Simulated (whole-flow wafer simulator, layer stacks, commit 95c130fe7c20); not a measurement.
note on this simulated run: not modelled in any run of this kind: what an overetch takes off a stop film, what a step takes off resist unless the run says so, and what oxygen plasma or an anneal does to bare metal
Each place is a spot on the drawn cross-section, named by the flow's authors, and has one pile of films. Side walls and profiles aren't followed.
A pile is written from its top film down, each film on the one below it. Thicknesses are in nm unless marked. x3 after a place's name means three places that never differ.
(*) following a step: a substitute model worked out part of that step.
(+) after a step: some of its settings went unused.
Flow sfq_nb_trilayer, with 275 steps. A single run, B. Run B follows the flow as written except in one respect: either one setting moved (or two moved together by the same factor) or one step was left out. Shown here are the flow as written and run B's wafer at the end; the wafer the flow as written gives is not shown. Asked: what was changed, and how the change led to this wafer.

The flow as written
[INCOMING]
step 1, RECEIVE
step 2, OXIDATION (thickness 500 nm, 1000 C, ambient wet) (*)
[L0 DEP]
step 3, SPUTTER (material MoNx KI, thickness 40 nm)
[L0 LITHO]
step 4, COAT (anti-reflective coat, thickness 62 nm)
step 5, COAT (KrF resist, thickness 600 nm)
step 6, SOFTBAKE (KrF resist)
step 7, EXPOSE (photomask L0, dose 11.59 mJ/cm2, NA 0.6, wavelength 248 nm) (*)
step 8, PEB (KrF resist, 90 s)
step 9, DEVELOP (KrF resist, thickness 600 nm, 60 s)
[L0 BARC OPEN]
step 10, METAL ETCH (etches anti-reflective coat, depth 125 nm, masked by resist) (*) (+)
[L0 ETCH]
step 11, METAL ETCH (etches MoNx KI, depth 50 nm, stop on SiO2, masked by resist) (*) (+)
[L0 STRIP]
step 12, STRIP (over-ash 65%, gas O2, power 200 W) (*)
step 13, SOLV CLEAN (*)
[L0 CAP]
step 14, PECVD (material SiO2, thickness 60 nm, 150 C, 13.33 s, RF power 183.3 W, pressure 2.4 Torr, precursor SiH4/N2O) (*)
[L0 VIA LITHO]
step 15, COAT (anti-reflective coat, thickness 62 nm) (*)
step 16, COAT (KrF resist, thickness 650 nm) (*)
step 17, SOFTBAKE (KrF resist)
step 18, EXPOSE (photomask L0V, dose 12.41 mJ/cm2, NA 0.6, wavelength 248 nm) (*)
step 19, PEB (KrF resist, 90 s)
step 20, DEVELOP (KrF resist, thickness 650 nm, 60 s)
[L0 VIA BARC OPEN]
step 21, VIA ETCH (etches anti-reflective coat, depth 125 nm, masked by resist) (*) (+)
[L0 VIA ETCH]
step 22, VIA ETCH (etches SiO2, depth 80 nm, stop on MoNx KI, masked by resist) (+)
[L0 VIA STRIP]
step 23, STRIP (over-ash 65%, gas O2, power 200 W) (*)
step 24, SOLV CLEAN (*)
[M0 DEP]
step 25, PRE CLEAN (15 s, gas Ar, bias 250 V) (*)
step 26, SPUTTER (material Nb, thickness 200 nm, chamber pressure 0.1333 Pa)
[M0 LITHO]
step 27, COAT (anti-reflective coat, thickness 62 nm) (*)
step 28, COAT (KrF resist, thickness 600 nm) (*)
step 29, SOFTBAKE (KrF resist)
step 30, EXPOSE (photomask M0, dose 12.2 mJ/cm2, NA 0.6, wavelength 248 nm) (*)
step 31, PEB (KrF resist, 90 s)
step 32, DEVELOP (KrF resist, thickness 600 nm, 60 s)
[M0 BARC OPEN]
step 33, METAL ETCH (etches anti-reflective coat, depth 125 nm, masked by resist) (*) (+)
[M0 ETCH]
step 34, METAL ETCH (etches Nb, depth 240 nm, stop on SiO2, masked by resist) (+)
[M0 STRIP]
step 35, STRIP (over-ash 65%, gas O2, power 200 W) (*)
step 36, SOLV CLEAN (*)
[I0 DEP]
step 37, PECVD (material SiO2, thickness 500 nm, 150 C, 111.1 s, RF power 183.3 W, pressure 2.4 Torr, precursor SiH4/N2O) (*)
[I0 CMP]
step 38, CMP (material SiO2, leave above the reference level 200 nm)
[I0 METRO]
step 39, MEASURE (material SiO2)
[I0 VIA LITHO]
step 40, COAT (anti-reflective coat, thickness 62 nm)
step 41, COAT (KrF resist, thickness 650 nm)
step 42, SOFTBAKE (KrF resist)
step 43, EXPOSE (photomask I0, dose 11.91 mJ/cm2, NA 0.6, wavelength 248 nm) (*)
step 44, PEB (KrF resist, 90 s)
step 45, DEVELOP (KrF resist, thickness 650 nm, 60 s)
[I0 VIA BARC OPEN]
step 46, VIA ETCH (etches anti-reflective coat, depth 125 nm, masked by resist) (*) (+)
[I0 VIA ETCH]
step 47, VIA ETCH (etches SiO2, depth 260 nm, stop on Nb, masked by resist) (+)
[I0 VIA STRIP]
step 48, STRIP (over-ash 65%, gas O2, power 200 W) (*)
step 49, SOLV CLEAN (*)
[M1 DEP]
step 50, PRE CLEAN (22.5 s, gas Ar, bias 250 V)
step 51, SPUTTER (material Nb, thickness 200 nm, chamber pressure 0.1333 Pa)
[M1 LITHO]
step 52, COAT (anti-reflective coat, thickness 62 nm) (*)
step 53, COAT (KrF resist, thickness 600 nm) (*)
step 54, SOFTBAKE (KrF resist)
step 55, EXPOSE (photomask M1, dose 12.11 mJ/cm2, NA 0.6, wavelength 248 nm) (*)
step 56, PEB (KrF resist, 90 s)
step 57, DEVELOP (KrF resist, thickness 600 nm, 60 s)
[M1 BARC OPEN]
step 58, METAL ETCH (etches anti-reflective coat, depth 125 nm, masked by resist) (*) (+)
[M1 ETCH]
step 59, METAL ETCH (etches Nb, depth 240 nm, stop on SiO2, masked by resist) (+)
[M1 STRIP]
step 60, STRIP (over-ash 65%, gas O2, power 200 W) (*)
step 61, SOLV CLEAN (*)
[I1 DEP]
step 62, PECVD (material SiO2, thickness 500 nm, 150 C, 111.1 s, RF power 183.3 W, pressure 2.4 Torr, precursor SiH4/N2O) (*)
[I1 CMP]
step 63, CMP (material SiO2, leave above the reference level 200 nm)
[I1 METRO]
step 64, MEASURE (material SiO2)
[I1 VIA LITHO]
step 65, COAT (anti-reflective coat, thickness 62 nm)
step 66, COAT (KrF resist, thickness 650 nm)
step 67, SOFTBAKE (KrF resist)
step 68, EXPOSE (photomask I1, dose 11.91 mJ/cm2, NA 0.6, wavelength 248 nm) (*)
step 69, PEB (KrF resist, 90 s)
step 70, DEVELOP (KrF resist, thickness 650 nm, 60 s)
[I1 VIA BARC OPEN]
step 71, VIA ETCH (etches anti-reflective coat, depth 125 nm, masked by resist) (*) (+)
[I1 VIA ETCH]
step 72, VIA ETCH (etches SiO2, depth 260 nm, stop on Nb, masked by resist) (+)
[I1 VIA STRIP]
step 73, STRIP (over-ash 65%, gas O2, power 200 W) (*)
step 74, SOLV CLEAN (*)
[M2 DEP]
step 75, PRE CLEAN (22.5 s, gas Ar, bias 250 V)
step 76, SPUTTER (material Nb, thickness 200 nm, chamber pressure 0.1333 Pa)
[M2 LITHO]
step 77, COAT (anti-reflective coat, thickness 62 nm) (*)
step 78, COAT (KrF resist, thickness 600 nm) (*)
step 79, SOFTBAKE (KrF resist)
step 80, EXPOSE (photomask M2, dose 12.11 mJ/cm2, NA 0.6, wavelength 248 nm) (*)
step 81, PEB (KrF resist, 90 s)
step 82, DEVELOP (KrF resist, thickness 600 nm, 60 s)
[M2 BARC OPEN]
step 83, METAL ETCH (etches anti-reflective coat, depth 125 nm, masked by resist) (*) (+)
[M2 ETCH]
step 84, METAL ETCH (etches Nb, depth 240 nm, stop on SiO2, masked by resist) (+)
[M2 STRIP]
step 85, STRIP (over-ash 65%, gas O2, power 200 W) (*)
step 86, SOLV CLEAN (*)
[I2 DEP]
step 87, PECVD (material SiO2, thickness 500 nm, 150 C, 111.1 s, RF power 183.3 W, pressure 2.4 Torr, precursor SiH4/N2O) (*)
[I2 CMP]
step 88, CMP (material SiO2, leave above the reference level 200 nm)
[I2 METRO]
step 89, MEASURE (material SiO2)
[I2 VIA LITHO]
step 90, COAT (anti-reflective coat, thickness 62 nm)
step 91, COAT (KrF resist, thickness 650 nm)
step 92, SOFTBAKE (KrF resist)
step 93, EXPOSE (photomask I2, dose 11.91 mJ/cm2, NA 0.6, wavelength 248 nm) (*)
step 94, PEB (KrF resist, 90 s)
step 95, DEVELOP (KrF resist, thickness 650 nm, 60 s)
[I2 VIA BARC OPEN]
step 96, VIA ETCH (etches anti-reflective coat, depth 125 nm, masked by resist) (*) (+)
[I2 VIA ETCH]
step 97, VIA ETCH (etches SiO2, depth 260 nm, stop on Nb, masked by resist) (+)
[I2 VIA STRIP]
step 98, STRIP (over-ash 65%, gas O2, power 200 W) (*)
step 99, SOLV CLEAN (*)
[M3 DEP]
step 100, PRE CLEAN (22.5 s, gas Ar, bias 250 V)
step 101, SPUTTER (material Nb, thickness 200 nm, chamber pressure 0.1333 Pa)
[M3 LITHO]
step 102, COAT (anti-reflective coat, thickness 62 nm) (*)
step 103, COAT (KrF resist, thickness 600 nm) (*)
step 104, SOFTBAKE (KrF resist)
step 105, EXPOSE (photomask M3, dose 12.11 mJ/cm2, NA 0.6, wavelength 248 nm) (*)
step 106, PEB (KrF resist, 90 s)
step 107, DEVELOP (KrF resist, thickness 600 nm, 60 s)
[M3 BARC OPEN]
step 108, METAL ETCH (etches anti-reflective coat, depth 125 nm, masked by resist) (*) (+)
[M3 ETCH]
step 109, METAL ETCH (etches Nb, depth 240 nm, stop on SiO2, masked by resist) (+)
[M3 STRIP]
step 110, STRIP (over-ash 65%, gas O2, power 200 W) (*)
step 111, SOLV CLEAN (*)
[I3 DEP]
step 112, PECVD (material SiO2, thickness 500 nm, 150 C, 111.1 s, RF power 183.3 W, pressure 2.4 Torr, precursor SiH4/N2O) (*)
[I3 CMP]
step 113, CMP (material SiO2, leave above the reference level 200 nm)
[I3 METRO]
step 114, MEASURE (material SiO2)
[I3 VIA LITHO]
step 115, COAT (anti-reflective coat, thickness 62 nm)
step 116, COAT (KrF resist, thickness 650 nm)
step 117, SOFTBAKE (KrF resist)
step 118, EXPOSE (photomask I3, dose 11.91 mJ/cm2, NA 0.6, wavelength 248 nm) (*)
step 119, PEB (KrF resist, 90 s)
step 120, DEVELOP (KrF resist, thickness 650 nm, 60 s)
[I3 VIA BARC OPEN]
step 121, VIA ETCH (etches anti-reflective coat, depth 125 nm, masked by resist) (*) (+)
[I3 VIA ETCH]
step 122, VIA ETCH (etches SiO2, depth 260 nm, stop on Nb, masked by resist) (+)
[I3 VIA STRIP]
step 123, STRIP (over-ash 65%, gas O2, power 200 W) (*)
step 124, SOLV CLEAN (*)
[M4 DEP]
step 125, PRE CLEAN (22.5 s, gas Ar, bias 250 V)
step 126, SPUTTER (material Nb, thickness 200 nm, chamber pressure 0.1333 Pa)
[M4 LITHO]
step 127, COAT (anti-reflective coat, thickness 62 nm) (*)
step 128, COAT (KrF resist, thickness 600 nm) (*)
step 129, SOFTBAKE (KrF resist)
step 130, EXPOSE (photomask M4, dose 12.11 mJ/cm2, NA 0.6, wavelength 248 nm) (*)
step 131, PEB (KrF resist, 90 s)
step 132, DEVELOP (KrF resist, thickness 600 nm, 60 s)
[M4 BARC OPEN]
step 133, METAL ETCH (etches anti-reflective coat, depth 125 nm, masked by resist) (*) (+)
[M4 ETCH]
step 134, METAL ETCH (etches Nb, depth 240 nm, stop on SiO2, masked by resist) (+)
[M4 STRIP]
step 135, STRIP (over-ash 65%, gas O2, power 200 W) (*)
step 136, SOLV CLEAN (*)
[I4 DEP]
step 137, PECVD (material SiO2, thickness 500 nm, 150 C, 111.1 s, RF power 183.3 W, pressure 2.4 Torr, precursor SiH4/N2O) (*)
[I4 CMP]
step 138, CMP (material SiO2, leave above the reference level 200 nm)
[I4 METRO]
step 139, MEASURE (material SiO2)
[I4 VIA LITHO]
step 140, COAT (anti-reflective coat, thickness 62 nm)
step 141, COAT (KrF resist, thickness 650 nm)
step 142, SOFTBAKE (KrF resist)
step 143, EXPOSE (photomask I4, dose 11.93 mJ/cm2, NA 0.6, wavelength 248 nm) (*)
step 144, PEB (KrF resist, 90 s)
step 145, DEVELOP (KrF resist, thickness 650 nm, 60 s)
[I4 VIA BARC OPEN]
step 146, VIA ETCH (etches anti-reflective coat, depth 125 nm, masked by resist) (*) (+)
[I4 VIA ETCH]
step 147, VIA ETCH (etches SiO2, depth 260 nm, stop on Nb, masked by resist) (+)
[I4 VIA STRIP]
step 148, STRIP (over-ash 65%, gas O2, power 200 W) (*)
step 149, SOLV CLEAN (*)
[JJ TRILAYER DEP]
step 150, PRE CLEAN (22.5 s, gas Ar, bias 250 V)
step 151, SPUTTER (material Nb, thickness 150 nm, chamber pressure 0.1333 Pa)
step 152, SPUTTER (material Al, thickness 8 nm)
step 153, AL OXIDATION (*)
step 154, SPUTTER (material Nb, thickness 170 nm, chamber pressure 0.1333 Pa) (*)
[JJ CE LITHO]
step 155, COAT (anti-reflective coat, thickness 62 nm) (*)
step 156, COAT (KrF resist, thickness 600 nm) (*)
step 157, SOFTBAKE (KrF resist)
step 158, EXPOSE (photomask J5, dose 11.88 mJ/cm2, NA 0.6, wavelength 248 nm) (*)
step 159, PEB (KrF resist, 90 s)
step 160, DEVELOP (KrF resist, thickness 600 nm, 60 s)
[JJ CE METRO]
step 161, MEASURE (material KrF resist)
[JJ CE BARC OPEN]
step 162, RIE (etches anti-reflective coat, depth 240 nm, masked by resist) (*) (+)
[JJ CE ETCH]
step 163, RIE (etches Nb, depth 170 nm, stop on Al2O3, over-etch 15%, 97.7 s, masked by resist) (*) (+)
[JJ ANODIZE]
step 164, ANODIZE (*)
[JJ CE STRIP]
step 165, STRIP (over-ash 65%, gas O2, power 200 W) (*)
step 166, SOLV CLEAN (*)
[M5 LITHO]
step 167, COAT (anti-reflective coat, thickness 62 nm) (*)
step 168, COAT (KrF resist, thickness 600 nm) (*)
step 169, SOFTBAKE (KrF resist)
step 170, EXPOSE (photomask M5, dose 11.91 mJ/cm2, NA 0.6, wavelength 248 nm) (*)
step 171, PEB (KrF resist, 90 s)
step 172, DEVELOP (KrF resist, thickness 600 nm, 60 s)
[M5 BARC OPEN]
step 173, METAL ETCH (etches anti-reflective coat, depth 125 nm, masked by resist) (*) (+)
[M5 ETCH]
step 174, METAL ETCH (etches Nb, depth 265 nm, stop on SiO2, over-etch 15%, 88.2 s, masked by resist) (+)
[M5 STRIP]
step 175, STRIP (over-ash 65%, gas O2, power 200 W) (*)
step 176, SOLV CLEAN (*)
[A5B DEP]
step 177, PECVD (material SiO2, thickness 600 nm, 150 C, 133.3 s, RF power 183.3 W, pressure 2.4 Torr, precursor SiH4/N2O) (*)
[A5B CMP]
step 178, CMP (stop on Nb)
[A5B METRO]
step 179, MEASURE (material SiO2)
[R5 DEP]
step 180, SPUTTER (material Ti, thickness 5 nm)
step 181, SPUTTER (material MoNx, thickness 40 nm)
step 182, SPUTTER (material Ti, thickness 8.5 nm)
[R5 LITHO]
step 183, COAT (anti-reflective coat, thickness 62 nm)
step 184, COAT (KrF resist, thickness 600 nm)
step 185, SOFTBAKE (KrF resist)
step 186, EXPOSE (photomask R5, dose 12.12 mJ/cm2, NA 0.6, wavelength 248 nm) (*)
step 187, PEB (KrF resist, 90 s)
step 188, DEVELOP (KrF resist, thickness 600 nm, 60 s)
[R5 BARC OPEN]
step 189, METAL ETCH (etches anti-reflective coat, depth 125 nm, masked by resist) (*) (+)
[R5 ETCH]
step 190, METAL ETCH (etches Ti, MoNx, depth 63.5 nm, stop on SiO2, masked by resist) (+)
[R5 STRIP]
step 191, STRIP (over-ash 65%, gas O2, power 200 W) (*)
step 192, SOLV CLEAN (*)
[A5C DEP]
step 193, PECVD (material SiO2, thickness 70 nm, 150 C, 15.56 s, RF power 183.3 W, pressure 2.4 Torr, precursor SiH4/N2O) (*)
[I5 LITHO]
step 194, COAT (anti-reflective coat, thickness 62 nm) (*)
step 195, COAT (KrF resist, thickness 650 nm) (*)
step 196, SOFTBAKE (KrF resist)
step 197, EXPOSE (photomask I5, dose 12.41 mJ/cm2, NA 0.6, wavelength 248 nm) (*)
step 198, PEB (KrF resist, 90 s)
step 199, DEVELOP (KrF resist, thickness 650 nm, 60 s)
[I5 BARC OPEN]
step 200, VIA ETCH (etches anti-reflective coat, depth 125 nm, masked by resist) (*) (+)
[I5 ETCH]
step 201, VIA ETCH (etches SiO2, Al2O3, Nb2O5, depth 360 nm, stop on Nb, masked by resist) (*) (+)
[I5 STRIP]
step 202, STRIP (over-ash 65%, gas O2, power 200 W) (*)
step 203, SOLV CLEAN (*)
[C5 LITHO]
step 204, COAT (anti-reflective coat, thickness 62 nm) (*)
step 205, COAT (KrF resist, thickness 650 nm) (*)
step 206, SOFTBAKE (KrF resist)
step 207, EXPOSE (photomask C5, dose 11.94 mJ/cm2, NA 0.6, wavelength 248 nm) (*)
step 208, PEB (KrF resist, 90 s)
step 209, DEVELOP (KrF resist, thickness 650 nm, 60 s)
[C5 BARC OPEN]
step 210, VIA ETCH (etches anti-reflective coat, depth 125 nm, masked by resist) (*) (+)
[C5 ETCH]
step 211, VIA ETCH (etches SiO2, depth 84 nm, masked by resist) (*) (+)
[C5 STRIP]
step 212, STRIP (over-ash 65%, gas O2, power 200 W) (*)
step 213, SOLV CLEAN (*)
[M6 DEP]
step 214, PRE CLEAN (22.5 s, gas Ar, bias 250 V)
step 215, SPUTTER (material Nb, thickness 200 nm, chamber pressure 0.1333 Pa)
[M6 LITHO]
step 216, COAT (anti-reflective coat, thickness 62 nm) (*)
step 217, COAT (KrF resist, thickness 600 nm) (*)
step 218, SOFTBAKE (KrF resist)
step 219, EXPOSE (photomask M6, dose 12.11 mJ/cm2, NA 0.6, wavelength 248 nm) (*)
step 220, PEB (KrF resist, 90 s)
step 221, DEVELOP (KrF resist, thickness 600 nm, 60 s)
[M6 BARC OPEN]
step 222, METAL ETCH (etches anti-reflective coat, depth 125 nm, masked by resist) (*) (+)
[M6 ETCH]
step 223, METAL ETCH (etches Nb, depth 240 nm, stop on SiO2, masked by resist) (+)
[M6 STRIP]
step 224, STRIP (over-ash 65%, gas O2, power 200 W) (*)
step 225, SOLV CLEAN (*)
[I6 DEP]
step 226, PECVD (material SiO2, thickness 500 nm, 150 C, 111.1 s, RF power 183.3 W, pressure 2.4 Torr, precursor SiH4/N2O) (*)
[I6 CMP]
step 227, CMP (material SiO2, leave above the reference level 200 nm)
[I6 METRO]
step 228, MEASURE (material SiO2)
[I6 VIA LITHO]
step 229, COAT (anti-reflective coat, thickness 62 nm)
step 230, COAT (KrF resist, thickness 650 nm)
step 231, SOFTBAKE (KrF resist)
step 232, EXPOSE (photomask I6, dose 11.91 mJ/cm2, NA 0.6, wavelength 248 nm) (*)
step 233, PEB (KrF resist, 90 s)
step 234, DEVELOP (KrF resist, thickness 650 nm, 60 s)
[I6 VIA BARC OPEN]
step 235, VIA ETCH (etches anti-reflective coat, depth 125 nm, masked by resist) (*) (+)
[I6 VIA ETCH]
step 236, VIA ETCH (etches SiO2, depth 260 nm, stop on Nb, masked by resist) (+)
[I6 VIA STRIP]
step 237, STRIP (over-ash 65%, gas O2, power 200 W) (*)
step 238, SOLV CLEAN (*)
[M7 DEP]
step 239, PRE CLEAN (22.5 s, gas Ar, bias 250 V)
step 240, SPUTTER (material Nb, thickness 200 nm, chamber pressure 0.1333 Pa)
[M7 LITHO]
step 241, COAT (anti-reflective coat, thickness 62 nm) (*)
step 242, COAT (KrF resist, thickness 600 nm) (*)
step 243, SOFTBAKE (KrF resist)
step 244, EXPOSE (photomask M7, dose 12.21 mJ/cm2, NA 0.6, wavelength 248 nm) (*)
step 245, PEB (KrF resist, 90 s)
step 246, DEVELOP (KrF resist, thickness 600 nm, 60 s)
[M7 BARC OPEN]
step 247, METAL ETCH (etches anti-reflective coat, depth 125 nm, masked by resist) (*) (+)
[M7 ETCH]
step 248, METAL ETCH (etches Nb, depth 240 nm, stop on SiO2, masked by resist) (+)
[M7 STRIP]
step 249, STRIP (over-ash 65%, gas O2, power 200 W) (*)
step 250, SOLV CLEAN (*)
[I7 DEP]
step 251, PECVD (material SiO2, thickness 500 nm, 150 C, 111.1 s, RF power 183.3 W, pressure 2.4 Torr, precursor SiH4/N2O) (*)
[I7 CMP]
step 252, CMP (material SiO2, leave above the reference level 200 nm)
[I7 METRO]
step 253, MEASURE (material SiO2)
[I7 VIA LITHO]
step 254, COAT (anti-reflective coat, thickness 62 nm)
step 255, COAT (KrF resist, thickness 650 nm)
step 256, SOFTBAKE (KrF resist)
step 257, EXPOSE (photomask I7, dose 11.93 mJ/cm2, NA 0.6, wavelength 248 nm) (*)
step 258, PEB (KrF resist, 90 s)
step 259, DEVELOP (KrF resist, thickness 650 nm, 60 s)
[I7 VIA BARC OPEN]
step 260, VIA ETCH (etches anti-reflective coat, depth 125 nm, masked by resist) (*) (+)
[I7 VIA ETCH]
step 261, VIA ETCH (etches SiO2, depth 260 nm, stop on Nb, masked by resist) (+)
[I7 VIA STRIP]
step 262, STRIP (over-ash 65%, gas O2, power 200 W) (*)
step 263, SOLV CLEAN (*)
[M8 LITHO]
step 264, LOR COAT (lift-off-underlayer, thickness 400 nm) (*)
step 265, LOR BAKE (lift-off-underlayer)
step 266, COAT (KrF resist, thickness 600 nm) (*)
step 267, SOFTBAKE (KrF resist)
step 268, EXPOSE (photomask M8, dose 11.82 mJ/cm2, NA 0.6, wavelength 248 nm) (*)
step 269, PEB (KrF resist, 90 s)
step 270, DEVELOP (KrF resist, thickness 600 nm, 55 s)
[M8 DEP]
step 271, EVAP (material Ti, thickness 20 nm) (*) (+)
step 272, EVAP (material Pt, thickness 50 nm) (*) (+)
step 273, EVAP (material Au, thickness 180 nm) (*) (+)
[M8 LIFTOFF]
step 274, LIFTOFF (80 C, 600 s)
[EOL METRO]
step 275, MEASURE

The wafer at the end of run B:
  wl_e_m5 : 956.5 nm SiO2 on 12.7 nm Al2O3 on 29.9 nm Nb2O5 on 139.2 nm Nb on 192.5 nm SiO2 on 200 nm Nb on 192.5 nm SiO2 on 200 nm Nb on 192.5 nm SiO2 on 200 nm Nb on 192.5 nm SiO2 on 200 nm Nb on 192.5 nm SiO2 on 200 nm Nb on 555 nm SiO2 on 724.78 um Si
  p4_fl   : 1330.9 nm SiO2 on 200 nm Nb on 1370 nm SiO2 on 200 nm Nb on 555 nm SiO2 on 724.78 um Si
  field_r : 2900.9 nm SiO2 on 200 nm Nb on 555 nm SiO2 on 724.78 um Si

Cause: step 240, SPUTTER: thickness 155 nm was run, while the flow as written has thickness 200 nm.

How this came from the change, step by step:
  step 240, SPUTTER (material Nb, thickness 200 nm, chamber pressure 0.1333 Pa)
      field_l, v_sur, via_wl and 102 more: +155 Nb (new film) (in the flow as written it would be: +200 Nb (new film))
      via_v: +124.7 Nb (in the flow as written it would be: +161.1 Nb)
  step 248, METAL ETCH (etches Nb, depth 240 nm, stop on SiO2, masked by resist) (+)
      field_l, field_r, lsp_l and 62 more: -155 Nb (all of it) (in the flow as written it would be: -200 Nb (all of it))
      v_sur, via_wl, via_w and 38 more: -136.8 KrF resist (in the flow as written it would be: -141.2 KrF resist)
  step 251, PECVD (material SiO2, thickness 500 nm, 150 C, 111.1 s, RF power 183.3 W, pressure 2.4 Torr, precursor SiH4/N2O) (*)
      m7r_space_l, m7r_space_r: +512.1 SiO2 (in the flow as written it would be: +557.1 SiO2)
      via_v: +607.6 SiO2 (new film) (in the flow as written it would be: +621 SiO2 (new film))
  step 252, CMP (material SiO2, leave above the reference level 200 nm)
      field_l, p4_fl, p4_fm and 56 more: -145 SiO2 (in the flow as written it would be: -100 SiO2)
      field_r, lsp_l: -127.7 SiO2 (in the flow as written it would be: -77.7 SiO2)
      (also at 3 further places)
